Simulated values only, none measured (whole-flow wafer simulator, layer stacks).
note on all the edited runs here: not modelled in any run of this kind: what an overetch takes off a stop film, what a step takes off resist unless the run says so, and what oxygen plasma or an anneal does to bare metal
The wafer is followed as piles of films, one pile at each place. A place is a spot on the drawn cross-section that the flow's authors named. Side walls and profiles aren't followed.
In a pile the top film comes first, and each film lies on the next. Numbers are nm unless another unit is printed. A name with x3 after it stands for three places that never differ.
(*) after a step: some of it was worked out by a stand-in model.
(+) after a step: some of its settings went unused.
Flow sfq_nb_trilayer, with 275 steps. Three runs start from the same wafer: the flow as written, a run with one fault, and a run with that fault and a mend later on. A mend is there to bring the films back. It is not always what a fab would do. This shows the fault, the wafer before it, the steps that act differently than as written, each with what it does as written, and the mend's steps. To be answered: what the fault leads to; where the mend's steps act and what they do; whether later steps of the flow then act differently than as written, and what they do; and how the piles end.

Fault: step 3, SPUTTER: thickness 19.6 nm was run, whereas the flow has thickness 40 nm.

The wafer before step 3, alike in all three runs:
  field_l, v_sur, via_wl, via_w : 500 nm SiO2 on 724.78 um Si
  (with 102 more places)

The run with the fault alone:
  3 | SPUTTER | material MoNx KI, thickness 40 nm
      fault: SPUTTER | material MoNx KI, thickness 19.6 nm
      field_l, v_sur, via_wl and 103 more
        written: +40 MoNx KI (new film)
        fault: +19.6 MoNx KI (new film)
  Steps later in the flow that act otherwise than as written (8 more steps, not shown, differ only slightly: by at most 2% or 0.5 nm, whichever is larger):
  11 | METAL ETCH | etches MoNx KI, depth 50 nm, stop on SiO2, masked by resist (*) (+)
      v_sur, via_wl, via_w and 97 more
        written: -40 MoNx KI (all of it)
        fault: -19.6 MoNx KI (all of it)
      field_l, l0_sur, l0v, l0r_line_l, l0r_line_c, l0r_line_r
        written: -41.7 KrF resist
        fault: -24.5 KrF resist
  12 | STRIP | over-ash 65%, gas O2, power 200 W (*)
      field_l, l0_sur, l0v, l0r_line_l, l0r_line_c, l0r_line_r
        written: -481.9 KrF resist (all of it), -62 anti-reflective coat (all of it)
        fault: -499.1 KrF resist (all of it), -62 anti-reflective coat (all of it)
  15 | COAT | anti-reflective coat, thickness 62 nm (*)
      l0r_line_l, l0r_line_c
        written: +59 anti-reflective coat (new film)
        fault: +60.3 anti-reflective coat (new film)
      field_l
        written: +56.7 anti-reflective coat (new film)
        fault: +59.1 anti-reflective coat (new film)
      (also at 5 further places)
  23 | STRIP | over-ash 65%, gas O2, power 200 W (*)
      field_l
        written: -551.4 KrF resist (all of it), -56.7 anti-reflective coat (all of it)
        fault: -555.8 KrF resist (all of it), -59.1 anti-reflective coat (all of it)
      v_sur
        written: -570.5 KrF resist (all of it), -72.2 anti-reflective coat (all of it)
        fault: -564.8 KrF resist (all of it), -67.1 anti-reflective coat (all of it)
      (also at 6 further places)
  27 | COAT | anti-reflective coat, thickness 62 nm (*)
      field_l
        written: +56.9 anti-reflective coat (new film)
        fault: +59.3 anti-reflective coat (new film)
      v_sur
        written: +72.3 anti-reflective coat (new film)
        fault: +67 anti-reflective coat (new film)
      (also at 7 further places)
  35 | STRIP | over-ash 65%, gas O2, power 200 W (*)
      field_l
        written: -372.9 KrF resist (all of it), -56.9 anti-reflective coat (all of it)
        fault: -377.7 KrF resist (all of it), -59.3 anti-reflective coat (all of it)
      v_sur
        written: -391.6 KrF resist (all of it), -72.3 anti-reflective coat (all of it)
        fault: -386.8 KrF resist (all of it), -67 anti-reflective coat (all of it)
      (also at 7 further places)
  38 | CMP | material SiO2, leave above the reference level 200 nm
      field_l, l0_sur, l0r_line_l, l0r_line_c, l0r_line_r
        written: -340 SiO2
        fault: -319.6 SiO2
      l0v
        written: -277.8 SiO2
        fault: -257.4 SiO2
  The piles end different from the flow's at field_l, l0_sur, l0v, l0r_line_l, l0r_line_c, l0r_line_r by more than 2% or 0.5 nm, whichever is larger.
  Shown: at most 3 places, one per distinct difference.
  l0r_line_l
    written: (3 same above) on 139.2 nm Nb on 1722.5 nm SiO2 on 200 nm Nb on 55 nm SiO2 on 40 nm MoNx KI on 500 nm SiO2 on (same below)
    fault: (3 same above) on 139.2 nm Nb on 1742.9 nm SiO2 on 200 nm Nb on 55 nm SiO2 on 19.6 nm MoNx KI on 500 nm SiO2 on (same below)
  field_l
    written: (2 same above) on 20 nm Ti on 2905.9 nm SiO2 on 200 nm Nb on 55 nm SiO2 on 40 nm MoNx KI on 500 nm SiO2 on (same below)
    fault: (2 same above) on 20 nm Ti on 2926.3 nm SiO2 on 200 nm Nb on 55 nm SiO2 on 19.6 nm MoNx KI on 500 nm SiO2 on (same below)
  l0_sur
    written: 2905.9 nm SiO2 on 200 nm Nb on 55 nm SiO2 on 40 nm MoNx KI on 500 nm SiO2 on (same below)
    fault: 2926.3 nm SiO2 on 200 nm Nb on 55 nm SiO2 on 19.6 nm MoNx KI on 500 nm SiO2 on (same below)

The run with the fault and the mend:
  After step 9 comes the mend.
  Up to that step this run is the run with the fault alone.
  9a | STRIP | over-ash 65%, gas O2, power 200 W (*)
      v_sur, via_wl, via_w and 97 more
        -62 anti-reflective coat (all of it)
      field_l, l0_sur, l0v, l0r_line_l, l0r_line_c, l0r_line_r
        -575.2 KrF resist (all of it), -62 anti-reflective coat (all of it)
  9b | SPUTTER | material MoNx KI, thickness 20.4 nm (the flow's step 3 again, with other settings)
      field_l, v_sur, via_wl and 103 more
        +20.4 MoNx KI
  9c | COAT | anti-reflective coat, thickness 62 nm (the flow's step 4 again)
      field_l, v_sur, via_wl and 103 more
        +62 anti-reflective coat (new film)
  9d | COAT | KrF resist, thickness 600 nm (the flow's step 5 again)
      field_l, v_sur, via_wl and 103 more
        +600 KrF resist (new film)
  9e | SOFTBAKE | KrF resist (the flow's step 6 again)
      does not change any film at any place that is followed
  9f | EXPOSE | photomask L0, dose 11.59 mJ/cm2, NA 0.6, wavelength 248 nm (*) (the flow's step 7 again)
      does not change any film at any place that is followed
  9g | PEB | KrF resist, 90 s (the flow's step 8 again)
      field_l, v_sur, via_wl and 103 more
        -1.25 KrF resist
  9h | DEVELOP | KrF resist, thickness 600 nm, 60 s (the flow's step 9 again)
      v_sur, via_wl, via_w and 97 more
        -598.7 KrF resist (all of it)
      field_l, l0_sur, l0v, l0r_line_l, l0r_line_c, l0r_line_r
        -23.5 KrF resist
  None of the later steps of the flow acts differently than as written at any place that is followed.
  At every place that both follow, the piles at the end match the flow's.
